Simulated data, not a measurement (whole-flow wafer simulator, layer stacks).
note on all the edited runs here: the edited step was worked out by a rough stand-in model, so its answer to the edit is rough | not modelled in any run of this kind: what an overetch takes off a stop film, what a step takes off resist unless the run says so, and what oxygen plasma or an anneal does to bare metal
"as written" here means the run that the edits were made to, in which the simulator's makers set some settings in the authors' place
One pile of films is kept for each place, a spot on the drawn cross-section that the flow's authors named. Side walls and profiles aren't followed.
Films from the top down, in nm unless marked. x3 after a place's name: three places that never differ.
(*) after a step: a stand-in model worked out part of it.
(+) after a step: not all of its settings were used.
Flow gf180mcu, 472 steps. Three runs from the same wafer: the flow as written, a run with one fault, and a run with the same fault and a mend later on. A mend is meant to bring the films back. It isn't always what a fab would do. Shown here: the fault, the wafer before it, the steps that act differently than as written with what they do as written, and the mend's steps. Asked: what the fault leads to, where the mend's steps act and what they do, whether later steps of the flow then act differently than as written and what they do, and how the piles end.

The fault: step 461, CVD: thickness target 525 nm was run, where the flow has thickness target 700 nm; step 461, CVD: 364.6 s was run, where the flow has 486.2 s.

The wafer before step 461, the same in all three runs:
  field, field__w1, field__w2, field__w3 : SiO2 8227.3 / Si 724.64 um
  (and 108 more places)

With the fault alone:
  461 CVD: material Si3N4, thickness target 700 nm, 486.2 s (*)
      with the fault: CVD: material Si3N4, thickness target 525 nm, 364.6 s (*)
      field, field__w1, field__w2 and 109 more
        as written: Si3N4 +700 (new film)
        with the fault: Si3N4 +525 (new film)
  Later steps of the flow that act differently than as written (4 more steps differ only slightly, by at most 2% or 0.5 nm, whichever is larger, and aren't shown):
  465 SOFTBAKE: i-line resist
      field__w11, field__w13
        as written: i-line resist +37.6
        with the fault: i-line resist +36.8
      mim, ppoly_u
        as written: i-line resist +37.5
        with the fault: i-line resist +36.7
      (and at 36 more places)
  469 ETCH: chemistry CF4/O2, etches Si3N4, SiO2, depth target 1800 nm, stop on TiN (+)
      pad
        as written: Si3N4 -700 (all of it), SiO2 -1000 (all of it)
        with the fault: Si3N4 -525 (all of it), SiO2 -1000 (all of it)
  At the end the piles differ from the flow's by more than 2% or 0.5 nm, whichever is larger, at field, field__w1, field__w2 and 108 more.
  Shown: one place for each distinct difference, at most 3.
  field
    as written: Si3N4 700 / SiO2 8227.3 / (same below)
    with the fault: Si3N4 525 / SiO2 8227.3 / (same below)
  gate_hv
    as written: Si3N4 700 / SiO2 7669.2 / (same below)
    with the fault: Si3N4 525 / SiO2 7669.2 / (same below)
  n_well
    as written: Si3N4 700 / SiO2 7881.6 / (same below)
    with the fault: Si3N4 525 / SiO2 7881.6 / (same below)

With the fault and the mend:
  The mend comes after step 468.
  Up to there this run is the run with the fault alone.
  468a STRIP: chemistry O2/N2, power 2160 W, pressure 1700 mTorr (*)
      iso_ptap_pw, iso_ntap_nw, iso_nw_fld and 33 more
        i-line resist -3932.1 (all of it)
      p_well, sti, spacer, sd_n, mim_1p0, dice_street
        i-line resist -3938.2 (all of it)
      field__w2, field__w3, field__w12
        i-line resist -3985.4 (all of it)
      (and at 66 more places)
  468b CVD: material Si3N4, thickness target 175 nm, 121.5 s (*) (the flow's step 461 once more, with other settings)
      field, field__w1, field__w2 and 109 more
        Si3N4 +175.1
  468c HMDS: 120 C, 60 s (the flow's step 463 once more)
      changes no film at any place that is followed
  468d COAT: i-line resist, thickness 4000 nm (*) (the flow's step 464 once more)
      iso_ptap_pw, iso_ntap_nw, iso_nw_fld and 33 more
        i-line resist +4000 (new film)
      field__w9, field__w13, sd_p_hv, gate_p_hv, nplus_u, npoly_u
        i-line resist +4017 (new film)
      p_well, sti, spacer, sd_n, mim_1p0, dice_street
        i-line resist +4006.3 (new film)
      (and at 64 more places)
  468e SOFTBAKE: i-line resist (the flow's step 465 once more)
      ld_acc_p, ld_fp_p, ld_drift_p
        i-line resist +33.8
      field__w2, field_sub__w4
        i-line resist +33.4
      field__w11, field__w13
        i-line resist +37.6
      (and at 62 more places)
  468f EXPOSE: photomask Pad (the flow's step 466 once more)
      changes no film at any place that is followed
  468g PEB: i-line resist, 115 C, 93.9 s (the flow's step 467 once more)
      iso_ptap_pw, iso_ntap_nw, iso_nw_fld and 33 more
        i-line resist -67.9
      field, field__w2, field__w3 and 25 more
        i-line resist -68.8
      field_sub, field_sub__w1, field_sub__w2 and 23 more
        i-line resist -68.7
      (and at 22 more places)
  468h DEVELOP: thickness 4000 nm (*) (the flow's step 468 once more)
      field__w5, field__w7, field__w13 and 13 more
        i-line resist -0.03
      pad
        i-line resist -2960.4 (all of it)
  No later step of the flow acts differently than as written, at any place that is followed, by more than 2% or 0.5 nm, whichever is larger.
  At the end the piles differ from the flow's only slightly at the places that both follow, by at most 2% or 0.5 nm, whichever is larger.
